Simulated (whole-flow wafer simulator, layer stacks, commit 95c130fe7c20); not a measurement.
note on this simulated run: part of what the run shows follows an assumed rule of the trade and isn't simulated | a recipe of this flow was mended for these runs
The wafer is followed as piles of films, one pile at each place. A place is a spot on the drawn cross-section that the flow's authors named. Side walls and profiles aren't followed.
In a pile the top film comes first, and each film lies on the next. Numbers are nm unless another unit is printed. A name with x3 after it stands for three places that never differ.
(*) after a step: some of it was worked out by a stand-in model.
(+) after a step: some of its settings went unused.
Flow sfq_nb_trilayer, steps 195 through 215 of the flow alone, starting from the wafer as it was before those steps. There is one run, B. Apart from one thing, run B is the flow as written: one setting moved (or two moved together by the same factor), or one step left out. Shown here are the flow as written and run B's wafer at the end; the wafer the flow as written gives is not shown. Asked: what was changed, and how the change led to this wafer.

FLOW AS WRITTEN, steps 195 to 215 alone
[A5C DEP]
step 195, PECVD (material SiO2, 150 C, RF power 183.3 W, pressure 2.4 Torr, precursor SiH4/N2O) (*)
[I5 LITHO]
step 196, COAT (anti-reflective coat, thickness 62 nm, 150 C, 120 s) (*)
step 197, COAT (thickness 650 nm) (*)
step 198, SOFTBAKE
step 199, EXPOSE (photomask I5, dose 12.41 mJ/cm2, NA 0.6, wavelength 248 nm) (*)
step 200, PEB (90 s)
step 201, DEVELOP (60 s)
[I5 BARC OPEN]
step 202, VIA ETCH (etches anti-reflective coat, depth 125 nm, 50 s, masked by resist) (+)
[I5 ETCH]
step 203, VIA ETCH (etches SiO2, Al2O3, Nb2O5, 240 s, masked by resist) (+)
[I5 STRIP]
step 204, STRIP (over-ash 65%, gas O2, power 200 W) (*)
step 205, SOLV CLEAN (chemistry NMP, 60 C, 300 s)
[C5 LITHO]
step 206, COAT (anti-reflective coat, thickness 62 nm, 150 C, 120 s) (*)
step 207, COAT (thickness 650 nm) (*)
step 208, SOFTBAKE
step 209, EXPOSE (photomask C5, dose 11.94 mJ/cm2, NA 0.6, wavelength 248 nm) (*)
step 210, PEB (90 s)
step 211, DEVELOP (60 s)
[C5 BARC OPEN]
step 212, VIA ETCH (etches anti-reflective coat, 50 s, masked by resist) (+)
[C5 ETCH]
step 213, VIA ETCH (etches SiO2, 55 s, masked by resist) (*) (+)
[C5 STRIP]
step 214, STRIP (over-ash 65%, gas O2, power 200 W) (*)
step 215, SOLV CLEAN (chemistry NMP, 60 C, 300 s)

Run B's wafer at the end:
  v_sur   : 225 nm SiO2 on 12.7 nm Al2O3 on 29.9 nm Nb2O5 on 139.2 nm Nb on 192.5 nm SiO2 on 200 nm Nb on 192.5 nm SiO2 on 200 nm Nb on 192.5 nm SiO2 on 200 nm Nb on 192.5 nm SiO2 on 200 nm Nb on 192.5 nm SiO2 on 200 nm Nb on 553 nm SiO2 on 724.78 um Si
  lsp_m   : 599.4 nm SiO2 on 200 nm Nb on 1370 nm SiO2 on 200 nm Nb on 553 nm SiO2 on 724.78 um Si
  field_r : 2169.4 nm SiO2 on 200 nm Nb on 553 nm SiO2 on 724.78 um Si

What caused this: step 195, PECVD: pressure 1.55 Torr was run, while the flow as written has pressure 2.4 Torr.

The path from the change to this, step by step:
  step 195, PECVD (material SiO2, 150 C, RF power 183.3 W, pressure 2.4 Torr, precursor SiH4/N2O) (*)
      field_l, v_sur, via_wl and 92 more: SiO2 gains 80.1 (as written it would have been: SiO2 gains 70)
      ce_l, c5j, ce_r and 8 more: SiO2 gains 80.1 (new film) (as written it would have been: SiO2 gains 70 (new film))
  step 203, VIA ETCH (etches SiO2, Al2O3, Nb2O5, 240 s, masked by resist) (+)
      be: SiO2 loses 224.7 (all of it), Al2O3 loses 12.7 (all of it), Nb2O5 loses 29.9 (all of it), Nb loses 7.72 (as written it would have been: SiO2 loses 214.5 (all of it), Al2O3 loses 12.7 (all of it), Nb2O5 loses 29.9 (all of it), Nb loses 8.57)
  step 213, VIA ETCH (etches SiO2, 55 s, masked by resist) (*) (+)
      c5j: SiO2 loses 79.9 (all of it), Nb loses 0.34 (as written it would have been: SiO2 loses 69.7 (all of it), Nb loses 1.19)
      res: SiO2 loses 79.8 (all of it), Ti loses 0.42 (as written it would have been: SiO2 loses 69.7 (all of it), Ti loses 1.43)
